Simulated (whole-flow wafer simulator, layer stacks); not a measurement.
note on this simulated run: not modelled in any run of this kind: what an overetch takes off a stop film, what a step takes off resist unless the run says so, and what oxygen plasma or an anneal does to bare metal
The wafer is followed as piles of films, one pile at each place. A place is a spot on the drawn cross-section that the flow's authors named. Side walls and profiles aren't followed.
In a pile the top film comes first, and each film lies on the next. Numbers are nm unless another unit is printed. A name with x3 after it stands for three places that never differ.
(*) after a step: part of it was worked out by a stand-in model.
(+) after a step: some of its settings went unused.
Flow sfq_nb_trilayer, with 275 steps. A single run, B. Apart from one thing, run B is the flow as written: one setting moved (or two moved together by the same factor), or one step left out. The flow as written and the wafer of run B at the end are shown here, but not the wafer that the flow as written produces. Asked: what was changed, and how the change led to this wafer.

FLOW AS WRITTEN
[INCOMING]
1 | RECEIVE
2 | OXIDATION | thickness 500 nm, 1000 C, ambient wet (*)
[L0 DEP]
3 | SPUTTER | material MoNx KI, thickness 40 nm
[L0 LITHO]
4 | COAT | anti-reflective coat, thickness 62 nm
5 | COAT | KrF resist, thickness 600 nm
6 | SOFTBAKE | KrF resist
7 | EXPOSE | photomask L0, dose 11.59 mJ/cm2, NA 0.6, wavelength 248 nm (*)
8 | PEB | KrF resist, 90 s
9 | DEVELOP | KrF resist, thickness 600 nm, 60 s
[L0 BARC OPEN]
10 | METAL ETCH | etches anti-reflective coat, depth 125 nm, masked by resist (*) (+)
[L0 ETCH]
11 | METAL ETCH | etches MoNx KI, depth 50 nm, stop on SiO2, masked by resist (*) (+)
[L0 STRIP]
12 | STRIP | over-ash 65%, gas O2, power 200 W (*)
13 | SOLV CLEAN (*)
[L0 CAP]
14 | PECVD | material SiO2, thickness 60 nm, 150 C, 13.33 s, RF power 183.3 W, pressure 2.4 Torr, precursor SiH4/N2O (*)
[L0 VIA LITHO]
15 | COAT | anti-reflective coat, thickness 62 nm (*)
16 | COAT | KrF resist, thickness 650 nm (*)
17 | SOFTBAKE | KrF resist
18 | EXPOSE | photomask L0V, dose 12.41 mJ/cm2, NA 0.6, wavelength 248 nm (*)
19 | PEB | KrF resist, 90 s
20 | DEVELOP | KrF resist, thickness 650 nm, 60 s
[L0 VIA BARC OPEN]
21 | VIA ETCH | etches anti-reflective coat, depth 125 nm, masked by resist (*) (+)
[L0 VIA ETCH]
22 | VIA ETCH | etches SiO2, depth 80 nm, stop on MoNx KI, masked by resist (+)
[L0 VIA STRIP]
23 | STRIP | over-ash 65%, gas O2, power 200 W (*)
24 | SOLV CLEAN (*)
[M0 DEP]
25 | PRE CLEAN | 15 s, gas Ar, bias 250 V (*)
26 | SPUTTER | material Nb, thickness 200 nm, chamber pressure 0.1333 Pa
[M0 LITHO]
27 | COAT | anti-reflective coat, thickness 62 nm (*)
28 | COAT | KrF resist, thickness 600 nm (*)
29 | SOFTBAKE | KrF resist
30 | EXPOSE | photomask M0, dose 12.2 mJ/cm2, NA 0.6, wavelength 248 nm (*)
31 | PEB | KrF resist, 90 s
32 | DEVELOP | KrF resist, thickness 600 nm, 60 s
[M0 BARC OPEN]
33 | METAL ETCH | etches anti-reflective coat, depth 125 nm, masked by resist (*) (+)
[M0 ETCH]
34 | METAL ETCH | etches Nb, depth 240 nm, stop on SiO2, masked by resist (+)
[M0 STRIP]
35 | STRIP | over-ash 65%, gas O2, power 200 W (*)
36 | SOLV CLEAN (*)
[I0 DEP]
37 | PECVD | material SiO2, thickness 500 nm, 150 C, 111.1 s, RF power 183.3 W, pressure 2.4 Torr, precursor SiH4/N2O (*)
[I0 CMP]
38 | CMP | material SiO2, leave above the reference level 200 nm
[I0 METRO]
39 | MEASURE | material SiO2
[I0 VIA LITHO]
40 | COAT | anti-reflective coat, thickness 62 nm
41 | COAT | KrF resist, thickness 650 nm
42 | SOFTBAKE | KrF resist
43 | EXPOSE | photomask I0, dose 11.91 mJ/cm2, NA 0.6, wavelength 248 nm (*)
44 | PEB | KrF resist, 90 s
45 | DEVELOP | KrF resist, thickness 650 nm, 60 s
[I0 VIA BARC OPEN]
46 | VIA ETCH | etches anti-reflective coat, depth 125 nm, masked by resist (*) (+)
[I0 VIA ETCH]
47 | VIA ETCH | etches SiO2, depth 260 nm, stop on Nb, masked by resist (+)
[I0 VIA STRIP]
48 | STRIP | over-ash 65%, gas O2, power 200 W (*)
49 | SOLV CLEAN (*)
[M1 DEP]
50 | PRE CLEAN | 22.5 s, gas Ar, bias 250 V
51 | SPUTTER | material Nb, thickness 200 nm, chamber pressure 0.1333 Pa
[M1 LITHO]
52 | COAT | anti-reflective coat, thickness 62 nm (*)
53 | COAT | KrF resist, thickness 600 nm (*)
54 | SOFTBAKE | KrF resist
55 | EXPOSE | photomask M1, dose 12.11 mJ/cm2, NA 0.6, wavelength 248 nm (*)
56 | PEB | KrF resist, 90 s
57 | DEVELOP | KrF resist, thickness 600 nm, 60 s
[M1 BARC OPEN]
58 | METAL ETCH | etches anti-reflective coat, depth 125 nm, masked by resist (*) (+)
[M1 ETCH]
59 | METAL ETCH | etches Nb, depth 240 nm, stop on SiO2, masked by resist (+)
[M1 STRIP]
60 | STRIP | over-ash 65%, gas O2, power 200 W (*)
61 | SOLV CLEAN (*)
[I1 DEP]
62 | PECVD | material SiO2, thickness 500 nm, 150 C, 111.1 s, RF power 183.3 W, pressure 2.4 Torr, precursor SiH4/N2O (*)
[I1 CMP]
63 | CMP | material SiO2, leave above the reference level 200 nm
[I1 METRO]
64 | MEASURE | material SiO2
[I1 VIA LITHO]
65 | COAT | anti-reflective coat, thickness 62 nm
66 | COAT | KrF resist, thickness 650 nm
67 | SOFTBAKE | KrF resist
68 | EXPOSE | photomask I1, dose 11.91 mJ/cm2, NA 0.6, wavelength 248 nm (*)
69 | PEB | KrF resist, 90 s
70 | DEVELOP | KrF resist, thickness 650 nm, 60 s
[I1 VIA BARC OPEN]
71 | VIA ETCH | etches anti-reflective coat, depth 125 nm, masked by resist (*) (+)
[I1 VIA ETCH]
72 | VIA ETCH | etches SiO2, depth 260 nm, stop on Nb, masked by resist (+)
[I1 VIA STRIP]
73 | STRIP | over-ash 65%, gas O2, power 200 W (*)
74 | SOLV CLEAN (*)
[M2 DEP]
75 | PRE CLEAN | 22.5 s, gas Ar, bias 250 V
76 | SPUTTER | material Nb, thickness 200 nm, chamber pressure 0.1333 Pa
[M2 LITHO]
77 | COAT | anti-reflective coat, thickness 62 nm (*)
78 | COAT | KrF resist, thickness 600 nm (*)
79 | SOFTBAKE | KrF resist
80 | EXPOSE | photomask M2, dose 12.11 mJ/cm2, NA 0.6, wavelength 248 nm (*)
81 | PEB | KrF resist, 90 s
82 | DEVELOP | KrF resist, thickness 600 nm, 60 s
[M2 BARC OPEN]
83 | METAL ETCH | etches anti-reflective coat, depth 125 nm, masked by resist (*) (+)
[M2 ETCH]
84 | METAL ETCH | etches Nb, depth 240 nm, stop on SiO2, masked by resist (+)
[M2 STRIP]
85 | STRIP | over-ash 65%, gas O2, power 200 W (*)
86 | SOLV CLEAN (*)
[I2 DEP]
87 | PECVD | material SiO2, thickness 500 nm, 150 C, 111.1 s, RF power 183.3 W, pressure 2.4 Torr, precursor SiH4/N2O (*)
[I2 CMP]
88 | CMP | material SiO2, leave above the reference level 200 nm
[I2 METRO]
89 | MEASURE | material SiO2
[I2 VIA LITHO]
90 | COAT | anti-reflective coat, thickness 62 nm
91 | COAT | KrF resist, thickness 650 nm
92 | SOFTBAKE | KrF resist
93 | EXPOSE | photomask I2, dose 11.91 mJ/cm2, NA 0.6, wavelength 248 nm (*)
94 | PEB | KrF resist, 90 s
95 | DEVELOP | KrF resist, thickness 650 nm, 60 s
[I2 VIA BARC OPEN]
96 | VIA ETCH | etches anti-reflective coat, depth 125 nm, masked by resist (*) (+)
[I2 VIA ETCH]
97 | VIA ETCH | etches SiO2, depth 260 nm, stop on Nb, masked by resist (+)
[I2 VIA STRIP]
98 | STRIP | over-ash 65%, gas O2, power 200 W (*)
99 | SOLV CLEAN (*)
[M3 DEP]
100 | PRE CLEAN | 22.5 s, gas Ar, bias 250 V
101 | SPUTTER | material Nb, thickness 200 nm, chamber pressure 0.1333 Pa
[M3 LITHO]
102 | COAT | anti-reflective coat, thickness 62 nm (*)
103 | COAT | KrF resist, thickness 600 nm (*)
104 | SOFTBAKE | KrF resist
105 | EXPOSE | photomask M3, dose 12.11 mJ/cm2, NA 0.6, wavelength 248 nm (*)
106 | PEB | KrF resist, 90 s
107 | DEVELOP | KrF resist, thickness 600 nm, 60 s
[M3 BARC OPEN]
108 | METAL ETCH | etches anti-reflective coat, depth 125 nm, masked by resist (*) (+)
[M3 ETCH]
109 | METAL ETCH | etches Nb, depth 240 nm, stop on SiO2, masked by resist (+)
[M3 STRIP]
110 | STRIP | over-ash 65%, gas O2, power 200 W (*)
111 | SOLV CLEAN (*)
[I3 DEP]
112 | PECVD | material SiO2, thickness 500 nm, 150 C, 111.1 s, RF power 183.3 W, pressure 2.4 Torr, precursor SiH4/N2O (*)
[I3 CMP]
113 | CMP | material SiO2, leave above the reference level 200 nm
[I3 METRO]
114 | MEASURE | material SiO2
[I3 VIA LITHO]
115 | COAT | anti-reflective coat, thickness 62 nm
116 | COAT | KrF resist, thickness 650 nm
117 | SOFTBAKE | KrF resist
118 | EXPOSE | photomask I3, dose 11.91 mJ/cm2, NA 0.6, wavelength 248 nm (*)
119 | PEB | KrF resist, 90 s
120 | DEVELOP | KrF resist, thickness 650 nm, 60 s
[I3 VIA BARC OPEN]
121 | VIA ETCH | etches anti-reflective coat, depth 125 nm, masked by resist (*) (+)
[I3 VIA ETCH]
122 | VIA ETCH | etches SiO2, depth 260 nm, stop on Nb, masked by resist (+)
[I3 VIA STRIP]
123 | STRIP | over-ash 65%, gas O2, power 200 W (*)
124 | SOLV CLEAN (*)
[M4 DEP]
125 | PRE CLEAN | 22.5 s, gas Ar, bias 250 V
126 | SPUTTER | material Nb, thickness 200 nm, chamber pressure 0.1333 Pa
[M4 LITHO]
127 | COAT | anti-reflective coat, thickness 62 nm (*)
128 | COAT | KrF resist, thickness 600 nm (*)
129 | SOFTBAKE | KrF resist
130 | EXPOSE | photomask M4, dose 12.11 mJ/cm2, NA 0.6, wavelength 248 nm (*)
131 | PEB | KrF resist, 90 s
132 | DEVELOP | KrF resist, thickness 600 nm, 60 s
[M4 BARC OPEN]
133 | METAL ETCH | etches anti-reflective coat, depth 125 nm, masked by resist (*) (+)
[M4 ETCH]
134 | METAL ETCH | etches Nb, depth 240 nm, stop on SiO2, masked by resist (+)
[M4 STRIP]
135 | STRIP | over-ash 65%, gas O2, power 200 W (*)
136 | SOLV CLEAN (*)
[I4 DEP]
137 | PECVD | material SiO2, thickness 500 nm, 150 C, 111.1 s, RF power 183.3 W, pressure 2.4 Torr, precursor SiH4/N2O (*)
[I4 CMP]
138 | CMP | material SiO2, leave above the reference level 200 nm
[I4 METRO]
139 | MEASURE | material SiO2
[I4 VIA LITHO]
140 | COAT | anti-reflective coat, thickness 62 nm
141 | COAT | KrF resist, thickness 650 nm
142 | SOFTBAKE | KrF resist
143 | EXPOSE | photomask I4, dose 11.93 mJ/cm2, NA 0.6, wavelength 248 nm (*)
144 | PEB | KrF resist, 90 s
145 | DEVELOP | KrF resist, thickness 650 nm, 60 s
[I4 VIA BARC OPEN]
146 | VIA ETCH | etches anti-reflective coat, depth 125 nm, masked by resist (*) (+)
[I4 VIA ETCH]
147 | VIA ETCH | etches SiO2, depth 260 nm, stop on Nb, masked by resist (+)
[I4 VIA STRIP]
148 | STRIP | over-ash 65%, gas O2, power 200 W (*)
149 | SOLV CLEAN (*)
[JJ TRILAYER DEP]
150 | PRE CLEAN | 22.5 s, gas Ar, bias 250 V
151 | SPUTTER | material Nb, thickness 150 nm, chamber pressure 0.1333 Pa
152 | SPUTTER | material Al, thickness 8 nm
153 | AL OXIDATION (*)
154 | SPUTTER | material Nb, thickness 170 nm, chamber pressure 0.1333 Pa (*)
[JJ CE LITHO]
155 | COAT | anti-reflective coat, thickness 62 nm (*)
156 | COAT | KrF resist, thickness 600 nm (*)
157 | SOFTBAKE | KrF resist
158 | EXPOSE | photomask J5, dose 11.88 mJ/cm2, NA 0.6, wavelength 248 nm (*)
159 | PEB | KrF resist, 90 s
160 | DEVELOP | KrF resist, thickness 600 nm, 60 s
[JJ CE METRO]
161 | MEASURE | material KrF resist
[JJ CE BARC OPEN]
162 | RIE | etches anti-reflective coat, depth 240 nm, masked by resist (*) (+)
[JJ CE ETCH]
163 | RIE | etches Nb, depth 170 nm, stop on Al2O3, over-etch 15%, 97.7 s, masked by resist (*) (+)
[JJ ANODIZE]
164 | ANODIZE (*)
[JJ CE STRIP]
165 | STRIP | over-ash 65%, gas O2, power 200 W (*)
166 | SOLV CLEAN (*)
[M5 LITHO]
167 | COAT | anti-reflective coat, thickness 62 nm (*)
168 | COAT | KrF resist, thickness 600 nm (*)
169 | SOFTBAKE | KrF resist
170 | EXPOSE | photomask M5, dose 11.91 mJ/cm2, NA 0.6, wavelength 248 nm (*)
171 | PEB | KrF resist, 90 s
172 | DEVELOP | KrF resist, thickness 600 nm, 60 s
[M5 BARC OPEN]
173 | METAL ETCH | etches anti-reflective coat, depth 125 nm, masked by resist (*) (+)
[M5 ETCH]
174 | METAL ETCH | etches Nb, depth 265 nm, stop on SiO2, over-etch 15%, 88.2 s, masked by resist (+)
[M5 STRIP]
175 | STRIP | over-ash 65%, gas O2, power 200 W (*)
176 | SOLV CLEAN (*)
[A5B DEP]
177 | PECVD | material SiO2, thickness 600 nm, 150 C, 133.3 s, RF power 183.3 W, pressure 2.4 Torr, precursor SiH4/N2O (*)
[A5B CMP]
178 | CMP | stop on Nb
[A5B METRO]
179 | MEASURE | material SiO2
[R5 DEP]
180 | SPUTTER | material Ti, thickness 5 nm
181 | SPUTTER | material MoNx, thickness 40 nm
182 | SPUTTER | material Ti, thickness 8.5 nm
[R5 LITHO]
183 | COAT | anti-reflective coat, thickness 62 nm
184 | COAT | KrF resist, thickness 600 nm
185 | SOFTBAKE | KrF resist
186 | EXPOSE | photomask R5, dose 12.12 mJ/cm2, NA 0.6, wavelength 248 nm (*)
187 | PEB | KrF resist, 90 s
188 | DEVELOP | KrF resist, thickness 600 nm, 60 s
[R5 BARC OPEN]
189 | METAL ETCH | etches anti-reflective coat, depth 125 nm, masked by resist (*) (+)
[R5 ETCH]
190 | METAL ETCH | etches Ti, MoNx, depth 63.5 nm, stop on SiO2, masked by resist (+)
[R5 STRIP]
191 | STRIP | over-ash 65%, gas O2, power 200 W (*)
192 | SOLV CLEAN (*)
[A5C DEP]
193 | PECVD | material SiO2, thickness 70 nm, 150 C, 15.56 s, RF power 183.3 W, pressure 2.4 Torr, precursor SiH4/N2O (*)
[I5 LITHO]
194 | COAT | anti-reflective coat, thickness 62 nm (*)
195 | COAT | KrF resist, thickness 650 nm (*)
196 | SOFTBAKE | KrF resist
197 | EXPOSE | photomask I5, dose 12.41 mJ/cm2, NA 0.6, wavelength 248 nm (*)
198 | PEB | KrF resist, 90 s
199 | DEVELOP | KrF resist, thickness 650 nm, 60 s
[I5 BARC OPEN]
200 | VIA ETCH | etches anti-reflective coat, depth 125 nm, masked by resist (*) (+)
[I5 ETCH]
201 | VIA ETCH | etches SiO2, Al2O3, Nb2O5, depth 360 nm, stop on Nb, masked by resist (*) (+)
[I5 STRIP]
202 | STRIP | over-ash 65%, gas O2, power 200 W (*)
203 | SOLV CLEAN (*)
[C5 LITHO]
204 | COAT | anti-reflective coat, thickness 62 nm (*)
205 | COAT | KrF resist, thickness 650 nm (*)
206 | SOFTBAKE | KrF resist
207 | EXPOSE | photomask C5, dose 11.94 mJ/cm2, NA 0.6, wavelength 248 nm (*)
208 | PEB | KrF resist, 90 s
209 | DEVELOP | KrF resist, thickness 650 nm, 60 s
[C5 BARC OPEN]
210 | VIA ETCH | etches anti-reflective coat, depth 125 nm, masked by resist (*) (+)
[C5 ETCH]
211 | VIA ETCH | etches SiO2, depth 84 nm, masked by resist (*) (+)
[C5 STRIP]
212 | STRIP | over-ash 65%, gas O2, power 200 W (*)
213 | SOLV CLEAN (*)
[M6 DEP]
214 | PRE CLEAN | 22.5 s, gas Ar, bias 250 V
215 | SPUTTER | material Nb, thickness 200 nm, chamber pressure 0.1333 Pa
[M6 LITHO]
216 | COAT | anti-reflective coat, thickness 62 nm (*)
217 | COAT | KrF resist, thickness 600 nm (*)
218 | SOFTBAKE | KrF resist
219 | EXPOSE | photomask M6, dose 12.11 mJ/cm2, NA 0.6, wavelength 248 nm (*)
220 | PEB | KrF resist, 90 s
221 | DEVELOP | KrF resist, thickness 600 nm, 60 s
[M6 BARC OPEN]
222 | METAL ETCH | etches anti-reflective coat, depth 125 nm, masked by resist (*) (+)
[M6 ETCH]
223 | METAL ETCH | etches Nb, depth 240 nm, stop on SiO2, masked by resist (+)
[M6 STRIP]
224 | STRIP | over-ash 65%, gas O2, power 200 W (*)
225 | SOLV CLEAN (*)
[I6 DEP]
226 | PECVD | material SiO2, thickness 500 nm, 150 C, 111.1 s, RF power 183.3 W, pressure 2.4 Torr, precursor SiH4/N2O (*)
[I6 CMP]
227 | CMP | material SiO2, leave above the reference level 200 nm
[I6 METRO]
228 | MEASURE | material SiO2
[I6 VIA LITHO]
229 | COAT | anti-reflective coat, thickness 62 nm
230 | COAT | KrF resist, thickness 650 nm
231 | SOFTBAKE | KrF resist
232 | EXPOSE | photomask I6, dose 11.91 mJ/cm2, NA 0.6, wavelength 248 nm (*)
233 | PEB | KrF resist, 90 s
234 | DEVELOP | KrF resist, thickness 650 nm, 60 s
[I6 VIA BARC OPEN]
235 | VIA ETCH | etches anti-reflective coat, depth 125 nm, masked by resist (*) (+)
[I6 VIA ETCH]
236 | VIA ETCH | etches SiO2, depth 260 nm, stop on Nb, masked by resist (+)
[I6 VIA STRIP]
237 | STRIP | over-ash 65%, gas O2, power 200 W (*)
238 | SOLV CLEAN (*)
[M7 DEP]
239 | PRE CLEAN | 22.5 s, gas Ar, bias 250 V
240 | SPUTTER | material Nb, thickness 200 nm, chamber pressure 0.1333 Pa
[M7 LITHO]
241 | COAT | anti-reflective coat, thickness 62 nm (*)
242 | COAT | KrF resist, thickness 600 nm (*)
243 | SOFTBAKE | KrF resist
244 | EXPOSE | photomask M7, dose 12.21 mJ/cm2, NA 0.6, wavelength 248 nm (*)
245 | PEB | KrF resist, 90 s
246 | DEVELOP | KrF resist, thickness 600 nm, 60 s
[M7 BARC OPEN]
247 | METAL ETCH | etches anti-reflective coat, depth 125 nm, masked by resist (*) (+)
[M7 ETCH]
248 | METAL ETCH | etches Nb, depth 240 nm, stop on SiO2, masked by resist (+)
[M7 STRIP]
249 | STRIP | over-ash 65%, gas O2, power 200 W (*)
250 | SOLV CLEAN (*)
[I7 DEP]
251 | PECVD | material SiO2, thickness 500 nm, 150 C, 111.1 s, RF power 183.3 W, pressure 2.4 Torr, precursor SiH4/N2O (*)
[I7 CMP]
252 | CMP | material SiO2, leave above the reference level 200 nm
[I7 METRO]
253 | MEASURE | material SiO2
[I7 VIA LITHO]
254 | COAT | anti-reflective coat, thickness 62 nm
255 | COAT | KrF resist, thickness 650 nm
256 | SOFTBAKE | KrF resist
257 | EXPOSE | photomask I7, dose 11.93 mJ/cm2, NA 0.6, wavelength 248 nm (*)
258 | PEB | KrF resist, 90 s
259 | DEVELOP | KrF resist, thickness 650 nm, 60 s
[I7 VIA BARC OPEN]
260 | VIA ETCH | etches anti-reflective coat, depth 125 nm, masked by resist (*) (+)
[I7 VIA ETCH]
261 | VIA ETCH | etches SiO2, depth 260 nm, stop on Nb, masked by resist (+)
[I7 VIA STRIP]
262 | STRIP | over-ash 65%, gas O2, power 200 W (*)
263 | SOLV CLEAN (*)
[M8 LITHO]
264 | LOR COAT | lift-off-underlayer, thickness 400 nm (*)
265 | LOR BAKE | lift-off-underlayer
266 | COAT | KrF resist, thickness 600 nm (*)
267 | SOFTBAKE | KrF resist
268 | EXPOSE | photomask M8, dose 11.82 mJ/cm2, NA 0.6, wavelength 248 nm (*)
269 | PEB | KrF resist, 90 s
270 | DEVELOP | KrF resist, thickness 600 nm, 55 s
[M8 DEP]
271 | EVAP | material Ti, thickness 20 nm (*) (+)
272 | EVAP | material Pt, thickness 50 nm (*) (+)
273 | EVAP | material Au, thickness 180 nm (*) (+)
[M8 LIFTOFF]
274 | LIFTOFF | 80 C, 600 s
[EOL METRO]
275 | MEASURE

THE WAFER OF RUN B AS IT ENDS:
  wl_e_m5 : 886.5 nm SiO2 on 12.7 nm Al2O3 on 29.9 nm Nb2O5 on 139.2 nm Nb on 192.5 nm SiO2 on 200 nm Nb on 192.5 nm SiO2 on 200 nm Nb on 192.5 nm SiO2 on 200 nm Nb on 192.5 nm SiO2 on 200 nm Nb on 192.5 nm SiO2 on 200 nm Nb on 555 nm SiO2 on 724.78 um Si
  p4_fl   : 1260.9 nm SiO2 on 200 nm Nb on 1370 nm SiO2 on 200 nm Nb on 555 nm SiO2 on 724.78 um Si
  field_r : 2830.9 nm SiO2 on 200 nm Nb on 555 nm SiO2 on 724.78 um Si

The reason: step 227, CMP: leave above the reference level 85 nm was run, whereas the flow has leave above the reference level 200 nm.

How this came from the change, step by step:
  227 | CMP | material SiO2, leave above the reference level 200 nm
      field_l, p4_fl, p4_fm and 59 more: SiO2 loses 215 (it would be, as written: SiO2 loses 100)
      v_sur, via_wl, via_w and 15 more: SiO2 loses 415 (it would be, as written: SiO2 loses 300)
      (as well as at 26 more places)
  236 | VIA ETCH | etches SiO2, depth 260 nm, stop on Nb, masked by resist (+)
      field_l, v_sur, via_wl and 102 more: KrF resist loses 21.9 (it would be, as written: KrF resist loses 44.8)
      via_v: SiO2 loses 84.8 (all of it) (it would be, as written: SiO2 loses 199.8 (all of it))
  237 | STRIP | over-ash 65%, gas O2, power 200 W (*)
      field_l, v_sur, via_wl and 102 more: KrF resist loses 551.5 (all of it), anti-reflective coat loses 62 (all of it) (it would be, as written: KrF resist loses 528.6 (all of it), anti-reflective coat loses 62 (all of it))
  240 | SPUTTER | material Nb, thickness 200 nm, chamber pressure 0.1333 Pa
      via_v: Nb gains 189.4 (it would be, as written: Nb gains 161.1)
  241 | COAT | anti-reflective coat, thickness 62 nm (*)
      via_v: anti-reflective coat gains 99 (new film) (it would be, as written: anti-reflective coat gains 126 (new film))
  242 | COAT | KrF resist, thickness 600 nm (*)
      via_v: KrF resist gains 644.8 (new film) (it would be, as written: KrF resist gains 742.5 (new film))
  249 | STRIP | over-ash 65%, gas O2, power 200 W (*)
      via_sp: KrF resist loses 382.6 (all of it), anti-reflective coat loses 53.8 (all of it) (it would be, as written: KrF resist loses 373.6 (all of it), anti-reflective coat loses 53.1 (all of it))
      via_v: KrF resist loses 427 (all of it), anti-reflective coat loses 99 (all of it) (it would be, as written: KrF resist loses 524.5 (all of it), anti-reflective coat loses 126 (all of it))
      (as well as at 1 more place)
  251 | PECVD | material SiO2, thickness 500 nm, 150 C, 111.1 s, RF power 183.3 W, pressure 2.4 Torr, precursor SiH4/N2O (*)
      via_v: SiO2 gains 500 (new film) (it would be, as written: SiO2 gains 621 (new film))
  252 | CMP | material SiO2, leave above the reference level 200 nm
      via_v: SiO2 loses 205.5 (it would be, as written: SiO2 loses 183.1)
